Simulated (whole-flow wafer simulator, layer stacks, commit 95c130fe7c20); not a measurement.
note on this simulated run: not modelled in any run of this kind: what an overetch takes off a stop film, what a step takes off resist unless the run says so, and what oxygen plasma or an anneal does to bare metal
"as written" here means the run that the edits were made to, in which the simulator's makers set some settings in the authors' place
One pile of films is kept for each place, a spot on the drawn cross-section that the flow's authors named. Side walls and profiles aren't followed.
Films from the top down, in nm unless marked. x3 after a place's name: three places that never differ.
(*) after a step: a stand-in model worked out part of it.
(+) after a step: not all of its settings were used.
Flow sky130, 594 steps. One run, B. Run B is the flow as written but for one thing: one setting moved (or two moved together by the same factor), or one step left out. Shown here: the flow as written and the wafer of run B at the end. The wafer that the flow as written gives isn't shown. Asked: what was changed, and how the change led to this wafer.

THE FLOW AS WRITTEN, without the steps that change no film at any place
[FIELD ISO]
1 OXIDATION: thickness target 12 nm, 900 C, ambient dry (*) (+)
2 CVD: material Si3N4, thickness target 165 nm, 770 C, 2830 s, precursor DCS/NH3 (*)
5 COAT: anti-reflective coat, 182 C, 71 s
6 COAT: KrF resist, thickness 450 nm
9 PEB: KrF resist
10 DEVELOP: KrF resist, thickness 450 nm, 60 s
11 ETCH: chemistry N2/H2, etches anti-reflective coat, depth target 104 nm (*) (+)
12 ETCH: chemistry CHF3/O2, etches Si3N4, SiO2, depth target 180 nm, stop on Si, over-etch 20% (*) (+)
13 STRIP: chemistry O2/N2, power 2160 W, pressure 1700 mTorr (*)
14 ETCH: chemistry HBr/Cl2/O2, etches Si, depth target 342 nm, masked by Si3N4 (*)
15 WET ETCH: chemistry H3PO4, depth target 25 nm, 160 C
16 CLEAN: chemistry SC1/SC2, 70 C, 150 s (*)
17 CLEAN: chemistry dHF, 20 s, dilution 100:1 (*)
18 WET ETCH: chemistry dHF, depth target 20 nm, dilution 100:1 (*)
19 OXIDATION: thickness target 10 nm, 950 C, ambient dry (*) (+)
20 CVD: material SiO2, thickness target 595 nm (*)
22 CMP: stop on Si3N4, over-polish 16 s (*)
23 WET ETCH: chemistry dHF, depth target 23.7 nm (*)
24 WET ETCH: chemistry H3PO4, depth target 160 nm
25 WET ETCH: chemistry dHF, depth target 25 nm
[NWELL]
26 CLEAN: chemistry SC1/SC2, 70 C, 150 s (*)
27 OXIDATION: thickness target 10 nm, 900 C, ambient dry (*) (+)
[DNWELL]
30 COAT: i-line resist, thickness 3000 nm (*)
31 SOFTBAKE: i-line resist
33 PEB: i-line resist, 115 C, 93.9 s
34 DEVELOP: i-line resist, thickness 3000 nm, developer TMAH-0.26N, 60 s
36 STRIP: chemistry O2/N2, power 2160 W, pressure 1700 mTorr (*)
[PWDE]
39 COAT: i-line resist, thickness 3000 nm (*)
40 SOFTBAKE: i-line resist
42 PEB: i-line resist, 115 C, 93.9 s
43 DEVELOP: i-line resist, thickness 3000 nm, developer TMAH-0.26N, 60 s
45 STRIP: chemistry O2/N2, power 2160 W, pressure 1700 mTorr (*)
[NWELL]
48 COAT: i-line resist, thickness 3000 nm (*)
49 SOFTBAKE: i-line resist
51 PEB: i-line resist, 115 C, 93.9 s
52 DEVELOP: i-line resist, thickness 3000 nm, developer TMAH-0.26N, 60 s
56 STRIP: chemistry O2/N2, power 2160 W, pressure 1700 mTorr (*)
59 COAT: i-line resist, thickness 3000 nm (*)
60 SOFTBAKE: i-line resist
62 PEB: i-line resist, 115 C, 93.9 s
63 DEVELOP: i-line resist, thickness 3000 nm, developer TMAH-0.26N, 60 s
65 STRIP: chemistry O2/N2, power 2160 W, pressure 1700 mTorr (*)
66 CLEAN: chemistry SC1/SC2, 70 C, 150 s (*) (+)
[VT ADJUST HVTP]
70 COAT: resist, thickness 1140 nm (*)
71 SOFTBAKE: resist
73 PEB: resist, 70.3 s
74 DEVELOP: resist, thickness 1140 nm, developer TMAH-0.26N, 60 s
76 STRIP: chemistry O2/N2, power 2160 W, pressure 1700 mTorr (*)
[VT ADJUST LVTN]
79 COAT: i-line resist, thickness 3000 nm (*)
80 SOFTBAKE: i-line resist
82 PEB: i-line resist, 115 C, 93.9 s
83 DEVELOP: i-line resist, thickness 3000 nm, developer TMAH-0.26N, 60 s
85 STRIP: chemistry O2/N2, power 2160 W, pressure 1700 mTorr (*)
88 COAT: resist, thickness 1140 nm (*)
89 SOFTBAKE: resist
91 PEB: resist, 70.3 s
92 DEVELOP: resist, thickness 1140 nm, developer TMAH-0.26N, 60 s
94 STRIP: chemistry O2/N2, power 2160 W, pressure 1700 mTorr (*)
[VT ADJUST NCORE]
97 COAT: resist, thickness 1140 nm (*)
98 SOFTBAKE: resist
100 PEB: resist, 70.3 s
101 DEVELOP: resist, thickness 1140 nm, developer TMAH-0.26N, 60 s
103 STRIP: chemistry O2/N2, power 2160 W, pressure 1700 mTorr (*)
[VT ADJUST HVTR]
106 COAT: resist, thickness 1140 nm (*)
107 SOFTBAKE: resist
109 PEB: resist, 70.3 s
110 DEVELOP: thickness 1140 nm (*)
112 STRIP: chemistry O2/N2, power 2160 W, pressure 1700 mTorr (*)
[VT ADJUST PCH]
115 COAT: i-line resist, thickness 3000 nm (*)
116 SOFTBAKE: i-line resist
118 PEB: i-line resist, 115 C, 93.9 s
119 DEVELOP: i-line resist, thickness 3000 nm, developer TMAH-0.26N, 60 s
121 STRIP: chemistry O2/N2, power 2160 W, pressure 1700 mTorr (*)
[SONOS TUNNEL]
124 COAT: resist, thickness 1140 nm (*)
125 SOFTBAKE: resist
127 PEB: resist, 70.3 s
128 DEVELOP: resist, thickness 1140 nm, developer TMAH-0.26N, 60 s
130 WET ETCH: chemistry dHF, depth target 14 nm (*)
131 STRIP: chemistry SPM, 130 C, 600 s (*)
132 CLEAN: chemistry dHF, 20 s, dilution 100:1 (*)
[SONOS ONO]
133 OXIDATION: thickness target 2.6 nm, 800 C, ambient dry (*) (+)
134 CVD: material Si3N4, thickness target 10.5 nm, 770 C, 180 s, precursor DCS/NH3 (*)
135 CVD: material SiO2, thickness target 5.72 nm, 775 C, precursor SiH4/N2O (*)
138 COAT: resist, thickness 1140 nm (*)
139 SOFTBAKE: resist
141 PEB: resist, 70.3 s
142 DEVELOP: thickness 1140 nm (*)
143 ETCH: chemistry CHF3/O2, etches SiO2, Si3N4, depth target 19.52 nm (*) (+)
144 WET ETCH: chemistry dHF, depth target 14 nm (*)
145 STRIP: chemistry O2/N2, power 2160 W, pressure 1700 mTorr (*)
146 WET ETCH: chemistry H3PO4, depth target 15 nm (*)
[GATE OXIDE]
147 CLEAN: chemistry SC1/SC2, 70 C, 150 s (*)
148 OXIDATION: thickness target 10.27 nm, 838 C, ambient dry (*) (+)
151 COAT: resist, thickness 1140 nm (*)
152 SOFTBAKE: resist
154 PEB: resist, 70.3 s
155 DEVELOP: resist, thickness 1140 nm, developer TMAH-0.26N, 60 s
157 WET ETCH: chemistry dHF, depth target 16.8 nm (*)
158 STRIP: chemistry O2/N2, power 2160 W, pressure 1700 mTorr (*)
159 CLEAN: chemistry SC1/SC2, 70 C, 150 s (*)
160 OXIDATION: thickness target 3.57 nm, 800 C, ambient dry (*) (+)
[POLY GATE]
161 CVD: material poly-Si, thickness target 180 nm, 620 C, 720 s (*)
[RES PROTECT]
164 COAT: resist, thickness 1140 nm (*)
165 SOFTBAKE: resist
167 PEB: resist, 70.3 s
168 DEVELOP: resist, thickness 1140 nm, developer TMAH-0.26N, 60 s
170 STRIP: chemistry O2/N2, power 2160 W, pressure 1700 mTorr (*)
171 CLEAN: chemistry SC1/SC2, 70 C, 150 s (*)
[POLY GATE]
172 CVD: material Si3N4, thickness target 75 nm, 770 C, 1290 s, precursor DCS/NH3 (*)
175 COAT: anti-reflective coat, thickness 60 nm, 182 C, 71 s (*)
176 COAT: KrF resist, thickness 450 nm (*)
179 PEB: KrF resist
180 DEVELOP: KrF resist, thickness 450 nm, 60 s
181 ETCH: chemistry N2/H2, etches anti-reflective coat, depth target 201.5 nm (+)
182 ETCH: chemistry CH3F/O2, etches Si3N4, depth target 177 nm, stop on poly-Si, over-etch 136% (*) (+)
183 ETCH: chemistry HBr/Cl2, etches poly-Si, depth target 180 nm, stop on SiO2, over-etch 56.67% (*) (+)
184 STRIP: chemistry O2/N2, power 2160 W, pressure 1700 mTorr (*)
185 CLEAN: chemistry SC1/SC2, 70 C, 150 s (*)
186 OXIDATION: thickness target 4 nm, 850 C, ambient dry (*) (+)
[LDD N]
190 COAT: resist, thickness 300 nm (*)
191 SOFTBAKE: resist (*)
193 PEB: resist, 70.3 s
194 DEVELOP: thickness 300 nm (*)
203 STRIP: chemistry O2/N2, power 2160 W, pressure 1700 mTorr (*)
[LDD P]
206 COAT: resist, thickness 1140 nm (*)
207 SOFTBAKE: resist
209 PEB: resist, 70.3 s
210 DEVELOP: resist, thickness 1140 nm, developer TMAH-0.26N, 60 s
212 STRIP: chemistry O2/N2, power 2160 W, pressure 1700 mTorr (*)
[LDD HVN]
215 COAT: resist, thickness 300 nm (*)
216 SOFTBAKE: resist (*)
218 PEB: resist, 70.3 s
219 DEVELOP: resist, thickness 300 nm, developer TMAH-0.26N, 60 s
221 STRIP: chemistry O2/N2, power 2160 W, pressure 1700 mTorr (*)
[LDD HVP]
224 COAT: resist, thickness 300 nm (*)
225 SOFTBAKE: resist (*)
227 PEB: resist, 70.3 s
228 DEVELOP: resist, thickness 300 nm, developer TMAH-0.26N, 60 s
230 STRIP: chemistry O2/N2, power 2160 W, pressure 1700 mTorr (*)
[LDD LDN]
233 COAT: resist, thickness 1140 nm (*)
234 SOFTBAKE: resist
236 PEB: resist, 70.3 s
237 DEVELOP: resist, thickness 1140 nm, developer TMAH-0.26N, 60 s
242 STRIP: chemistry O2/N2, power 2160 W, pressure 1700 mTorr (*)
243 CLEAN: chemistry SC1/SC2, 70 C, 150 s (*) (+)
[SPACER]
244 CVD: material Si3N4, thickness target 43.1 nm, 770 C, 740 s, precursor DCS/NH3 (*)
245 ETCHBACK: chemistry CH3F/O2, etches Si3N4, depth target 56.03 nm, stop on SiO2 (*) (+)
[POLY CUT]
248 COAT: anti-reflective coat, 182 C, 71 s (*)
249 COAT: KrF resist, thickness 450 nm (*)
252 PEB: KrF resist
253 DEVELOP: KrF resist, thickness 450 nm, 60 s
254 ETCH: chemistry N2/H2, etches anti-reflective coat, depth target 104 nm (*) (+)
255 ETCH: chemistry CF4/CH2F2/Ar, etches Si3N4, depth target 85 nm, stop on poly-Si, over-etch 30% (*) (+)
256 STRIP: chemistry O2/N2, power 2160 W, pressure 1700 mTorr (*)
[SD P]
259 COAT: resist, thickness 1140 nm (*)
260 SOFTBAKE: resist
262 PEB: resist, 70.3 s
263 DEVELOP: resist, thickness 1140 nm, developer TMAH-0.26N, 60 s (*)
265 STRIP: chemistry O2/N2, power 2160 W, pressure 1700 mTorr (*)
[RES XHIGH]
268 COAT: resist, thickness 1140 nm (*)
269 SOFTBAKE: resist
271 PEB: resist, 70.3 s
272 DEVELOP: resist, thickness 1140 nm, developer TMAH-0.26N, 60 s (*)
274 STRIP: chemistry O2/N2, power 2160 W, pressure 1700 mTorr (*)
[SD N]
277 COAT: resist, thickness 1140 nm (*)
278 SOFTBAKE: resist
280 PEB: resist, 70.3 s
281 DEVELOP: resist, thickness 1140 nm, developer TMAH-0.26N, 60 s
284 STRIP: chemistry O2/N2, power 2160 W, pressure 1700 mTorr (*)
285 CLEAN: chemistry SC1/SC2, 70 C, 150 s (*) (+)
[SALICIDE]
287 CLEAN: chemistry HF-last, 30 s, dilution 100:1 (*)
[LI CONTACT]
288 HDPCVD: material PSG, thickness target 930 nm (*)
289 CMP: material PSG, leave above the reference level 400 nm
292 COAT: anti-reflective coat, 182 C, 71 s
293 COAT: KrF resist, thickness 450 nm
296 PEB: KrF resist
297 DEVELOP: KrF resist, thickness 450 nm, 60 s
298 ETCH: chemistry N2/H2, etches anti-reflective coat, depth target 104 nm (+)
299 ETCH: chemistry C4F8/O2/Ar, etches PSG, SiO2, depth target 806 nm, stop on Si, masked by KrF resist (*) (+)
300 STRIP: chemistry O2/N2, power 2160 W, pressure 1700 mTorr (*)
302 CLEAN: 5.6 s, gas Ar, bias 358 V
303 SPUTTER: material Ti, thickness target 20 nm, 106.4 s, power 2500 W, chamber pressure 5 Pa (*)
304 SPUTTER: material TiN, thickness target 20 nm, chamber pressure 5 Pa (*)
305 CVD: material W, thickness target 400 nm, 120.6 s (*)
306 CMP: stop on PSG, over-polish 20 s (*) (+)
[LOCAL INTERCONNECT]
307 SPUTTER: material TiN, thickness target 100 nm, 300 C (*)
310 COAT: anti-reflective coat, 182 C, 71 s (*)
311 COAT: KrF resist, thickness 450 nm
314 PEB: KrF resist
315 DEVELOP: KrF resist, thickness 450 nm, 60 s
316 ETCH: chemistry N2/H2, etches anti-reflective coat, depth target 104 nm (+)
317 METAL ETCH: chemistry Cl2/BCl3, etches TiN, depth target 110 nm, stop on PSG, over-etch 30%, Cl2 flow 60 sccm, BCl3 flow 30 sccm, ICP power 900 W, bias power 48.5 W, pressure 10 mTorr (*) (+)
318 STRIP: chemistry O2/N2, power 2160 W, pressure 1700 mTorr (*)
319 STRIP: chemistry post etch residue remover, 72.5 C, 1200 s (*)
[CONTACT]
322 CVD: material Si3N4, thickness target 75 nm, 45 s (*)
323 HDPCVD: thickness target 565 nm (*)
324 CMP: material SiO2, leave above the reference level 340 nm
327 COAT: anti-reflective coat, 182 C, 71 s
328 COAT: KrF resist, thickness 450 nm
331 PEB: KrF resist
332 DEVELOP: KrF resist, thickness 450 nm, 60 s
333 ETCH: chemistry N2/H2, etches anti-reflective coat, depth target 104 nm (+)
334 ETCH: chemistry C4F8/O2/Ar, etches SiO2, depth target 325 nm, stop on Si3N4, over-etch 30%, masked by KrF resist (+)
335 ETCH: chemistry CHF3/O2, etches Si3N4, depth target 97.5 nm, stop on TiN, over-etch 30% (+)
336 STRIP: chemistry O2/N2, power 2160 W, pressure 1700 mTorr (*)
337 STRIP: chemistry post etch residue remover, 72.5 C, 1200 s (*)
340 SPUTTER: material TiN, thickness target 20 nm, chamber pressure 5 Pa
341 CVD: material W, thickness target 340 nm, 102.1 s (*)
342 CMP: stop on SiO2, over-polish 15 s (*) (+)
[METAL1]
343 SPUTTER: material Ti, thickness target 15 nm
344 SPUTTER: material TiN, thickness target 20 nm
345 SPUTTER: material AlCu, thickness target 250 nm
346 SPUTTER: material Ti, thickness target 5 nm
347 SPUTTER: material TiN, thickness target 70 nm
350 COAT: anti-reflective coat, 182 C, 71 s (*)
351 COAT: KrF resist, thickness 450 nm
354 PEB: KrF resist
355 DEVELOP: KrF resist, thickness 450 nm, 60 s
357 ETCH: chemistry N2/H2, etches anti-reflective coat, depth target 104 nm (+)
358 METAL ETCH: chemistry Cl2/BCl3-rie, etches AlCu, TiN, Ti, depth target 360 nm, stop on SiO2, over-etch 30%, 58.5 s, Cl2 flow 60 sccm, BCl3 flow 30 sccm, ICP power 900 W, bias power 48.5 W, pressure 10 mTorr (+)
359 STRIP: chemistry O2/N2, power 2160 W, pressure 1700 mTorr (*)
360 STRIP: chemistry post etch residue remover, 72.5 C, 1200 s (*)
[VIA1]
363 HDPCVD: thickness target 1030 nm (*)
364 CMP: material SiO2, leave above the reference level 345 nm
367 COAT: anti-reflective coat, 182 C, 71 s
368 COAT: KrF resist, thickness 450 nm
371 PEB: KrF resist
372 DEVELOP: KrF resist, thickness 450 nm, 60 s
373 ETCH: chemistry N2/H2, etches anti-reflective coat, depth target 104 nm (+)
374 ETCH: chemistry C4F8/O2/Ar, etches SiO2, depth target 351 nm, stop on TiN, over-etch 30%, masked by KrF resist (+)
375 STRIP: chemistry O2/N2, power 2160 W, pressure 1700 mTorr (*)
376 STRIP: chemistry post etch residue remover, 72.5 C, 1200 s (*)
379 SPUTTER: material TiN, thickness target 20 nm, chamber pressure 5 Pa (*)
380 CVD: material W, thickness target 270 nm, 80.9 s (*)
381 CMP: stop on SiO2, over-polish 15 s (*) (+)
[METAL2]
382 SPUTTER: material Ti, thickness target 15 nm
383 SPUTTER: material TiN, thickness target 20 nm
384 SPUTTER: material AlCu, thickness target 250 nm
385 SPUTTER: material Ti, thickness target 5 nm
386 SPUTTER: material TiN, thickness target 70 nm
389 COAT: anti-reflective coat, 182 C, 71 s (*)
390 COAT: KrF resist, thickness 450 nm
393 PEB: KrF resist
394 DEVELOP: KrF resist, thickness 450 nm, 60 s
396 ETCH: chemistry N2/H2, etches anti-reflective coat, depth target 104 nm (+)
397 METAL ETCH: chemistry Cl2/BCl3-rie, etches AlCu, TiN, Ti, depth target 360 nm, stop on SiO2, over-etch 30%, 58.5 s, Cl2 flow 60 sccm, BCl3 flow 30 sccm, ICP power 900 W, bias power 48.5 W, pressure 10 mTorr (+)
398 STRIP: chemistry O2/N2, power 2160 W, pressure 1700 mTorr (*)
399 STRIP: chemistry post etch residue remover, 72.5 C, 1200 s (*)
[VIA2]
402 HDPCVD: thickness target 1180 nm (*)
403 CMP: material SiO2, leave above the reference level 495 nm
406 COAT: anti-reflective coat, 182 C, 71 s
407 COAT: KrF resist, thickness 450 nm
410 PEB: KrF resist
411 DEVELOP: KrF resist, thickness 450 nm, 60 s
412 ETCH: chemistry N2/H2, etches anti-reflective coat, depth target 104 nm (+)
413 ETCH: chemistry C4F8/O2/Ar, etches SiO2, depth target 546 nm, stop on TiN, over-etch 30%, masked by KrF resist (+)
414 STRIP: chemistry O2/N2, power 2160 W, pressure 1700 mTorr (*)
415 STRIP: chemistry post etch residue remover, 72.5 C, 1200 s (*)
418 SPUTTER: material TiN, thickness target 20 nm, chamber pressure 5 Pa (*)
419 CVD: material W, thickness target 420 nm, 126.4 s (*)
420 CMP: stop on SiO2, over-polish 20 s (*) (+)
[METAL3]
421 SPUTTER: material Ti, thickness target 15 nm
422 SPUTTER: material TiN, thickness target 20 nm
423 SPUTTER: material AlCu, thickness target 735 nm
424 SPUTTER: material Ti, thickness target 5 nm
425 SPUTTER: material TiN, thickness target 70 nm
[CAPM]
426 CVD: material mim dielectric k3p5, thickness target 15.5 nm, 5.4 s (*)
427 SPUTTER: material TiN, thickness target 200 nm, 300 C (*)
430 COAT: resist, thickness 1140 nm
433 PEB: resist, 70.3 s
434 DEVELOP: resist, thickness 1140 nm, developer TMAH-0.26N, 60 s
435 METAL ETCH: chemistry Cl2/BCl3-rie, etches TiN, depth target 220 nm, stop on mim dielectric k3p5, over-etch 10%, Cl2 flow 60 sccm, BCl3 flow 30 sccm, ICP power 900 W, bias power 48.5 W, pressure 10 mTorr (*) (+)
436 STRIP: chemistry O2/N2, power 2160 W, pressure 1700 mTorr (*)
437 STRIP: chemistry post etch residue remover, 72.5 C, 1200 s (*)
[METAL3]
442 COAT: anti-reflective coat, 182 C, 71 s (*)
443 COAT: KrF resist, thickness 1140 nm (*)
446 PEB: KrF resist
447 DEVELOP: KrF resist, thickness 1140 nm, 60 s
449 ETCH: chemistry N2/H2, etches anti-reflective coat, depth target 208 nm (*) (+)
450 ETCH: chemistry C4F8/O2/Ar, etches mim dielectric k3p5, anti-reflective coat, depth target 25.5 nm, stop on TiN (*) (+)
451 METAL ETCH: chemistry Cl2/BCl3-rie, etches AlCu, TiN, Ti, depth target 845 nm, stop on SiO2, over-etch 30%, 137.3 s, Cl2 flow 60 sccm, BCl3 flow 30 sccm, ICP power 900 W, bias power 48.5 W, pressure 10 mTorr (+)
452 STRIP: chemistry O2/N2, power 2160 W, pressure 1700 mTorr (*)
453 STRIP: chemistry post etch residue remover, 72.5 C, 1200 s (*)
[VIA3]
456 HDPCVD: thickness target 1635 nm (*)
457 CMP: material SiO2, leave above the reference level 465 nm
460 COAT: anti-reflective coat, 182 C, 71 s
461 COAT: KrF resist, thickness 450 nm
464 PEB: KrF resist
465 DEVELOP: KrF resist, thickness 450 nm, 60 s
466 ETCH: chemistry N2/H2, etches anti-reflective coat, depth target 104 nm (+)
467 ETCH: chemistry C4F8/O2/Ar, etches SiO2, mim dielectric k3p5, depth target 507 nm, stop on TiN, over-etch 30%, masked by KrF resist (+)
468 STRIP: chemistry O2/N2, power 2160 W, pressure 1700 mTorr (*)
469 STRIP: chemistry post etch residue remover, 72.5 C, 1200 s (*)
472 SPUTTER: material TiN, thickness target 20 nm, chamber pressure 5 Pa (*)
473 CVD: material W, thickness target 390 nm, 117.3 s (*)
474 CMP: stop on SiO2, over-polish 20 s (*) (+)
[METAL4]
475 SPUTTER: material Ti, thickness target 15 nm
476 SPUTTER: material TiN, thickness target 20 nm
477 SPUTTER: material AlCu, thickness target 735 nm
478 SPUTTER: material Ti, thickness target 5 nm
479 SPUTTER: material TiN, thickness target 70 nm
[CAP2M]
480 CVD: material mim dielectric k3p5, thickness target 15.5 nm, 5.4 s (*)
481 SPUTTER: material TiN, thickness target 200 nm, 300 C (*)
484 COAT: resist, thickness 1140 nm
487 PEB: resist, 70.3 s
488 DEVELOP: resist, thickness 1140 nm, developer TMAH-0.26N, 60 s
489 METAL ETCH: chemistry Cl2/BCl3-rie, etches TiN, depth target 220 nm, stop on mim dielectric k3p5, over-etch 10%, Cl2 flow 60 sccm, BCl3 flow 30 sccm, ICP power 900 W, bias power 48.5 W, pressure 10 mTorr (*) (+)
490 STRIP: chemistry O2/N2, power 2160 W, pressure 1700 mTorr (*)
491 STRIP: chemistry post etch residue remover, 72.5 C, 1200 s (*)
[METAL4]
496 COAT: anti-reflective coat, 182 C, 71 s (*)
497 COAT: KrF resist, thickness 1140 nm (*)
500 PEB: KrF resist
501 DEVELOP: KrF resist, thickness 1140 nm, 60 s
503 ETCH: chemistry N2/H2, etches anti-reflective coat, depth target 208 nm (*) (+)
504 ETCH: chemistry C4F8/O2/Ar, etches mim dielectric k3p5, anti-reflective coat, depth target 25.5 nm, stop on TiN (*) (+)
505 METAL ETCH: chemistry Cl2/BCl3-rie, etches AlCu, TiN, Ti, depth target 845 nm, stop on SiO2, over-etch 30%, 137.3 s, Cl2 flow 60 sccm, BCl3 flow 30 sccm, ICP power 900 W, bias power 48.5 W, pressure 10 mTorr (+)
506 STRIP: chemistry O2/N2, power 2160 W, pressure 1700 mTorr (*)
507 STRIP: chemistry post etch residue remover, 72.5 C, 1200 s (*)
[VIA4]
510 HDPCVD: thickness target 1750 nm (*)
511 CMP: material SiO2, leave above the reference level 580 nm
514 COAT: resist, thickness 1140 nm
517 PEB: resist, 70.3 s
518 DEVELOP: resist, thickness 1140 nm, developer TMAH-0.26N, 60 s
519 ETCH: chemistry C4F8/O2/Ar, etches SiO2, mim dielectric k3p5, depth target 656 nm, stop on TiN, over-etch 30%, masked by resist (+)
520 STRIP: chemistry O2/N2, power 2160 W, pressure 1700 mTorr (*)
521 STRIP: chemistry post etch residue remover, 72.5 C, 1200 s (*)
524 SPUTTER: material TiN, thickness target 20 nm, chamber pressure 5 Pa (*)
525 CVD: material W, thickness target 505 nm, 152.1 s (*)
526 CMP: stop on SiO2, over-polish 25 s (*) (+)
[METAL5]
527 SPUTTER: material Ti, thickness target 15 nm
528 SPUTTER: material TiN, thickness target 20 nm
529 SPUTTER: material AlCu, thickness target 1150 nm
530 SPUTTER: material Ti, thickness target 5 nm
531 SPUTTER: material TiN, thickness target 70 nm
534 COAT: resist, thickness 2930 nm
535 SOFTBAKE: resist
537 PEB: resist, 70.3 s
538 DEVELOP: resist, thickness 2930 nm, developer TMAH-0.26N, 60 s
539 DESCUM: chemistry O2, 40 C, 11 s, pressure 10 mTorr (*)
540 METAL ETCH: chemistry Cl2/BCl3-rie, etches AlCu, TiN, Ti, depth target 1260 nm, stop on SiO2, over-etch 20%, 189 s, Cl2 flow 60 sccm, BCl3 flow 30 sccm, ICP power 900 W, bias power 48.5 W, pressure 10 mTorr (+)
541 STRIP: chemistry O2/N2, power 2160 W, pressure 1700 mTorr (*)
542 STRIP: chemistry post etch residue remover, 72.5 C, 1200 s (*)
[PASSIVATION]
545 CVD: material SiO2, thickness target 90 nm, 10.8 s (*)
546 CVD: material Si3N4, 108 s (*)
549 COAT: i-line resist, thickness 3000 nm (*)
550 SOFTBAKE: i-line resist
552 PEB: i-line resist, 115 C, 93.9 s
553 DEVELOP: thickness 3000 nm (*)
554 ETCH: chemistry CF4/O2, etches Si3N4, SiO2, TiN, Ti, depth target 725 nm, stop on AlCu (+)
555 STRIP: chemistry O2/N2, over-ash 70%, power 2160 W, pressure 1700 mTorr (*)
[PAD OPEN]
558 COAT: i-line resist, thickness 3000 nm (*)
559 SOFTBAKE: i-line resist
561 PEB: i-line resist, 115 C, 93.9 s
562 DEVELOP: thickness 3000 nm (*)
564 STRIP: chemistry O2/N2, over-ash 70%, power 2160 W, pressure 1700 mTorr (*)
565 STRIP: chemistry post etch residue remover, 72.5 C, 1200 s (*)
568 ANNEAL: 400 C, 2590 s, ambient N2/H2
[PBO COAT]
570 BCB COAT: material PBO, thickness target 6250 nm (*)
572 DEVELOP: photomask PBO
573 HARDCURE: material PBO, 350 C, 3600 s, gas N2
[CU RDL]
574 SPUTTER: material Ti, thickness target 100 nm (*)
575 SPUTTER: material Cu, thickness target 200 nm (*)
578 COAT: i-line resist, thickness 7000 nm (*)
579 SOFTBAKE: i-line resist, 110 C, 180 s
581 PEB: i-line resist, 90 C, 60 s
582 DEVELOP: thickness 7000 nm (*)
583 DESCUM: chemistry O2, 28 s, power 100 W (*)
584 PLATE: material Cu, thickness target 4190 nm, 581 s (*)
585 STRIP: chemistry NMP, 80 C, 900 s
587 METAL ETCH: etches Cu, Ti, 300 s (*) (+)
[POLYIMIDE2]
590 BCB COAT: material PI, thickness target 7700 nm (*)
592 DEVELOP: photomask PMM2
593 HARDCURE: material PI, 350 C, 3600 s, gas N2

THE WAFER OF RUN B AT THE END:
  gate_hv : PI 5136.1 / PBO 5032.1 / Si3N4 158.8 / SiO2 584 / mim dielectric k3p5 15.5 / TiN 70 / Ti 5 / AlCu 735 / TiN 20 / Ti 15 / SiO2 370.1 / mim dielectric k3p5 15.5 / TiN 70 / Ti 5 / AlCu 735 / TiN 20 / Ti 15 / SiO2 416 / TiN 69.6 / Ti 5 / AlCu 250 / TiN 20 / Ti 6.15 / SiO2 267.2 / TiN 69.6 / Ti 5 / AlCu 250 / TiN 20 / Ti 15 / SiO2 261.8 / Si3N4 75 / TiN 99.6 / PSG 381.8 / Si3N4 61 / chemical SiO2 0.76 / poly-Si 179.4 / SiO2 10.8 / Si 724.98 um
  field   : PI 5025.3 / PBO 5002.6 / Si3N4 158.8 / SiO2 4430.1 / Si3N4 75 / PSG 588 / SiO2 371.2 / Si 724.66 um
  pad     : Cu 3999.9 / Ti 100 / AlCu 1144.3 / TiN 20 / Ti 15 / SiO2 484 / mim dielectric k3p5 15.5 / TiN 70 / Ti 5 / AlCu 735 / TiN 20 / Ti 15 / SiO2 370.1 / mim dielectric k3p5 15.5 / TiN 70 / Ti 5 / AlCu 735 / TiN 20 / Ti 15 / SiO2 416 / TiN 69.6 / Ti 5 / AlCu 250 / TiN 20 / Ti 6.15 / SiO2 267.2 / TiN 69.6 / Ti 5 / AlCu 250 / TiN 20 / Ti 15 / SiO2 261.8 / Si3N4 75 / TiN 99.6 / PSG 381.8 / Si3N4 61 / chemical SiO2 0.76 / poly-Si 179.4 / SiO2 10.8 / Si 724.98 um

The cause: step 382, SPUTTER: thickness target 6.15 nm was run, where the flow has thickness target 15 nm.
It can be read off the wafer: gate_hv has Ti 6.15, and step 382 as written asks for 15 nm.

How the change led to this, step by step:
  382 SPUTTER: material Ti, thickness target 15 nm
      field, active, n_well and 188 more: Ti +6.15 (new film) (as written it would be: Ti +15 (new film))
  397 METAL ETCH: chemistry Cl2/BCl3-rie, etches AlCu, TiN, Ti, depth target 360 nm, stop on SiO2, over-etch 30%, 58.5 s, Cl2 flow 60 sccm, BCl3 flow 30 sccm, ICP power 900 W, bias power 48.5 W, pressure 10 mTorr (+)
      field, active, gate and 82 more: TiN -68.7 (all of it), Ti -5 (all of it), AlCu -250 (all of it), TiN -20 (all of it), Ti -6.15 (all of it), SiO2 -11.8 (as written it would be: TiN -68.7 (all of it), Ti -5 (all of it), AlCu -250 (all of it), TiN -20 (all of it), Ti -15 (all of it), SiO2 -10.9)
  550 SOFTBAKE: i-line resist
      via1_hole: i-line resist -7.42 (as written it would be: i-line resist -8.29)
      via1_enc: i-line resist -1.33 (as written it would be: i-line resist -2.14)
  559 SOFTBAKE: i-line resist
      via1_hole: i-line resist -7.42 (as written it would be: i-line resist -8.29)
      via1_enc: i-line resist -1.33 (as written it would be: i-line resist -2.14)
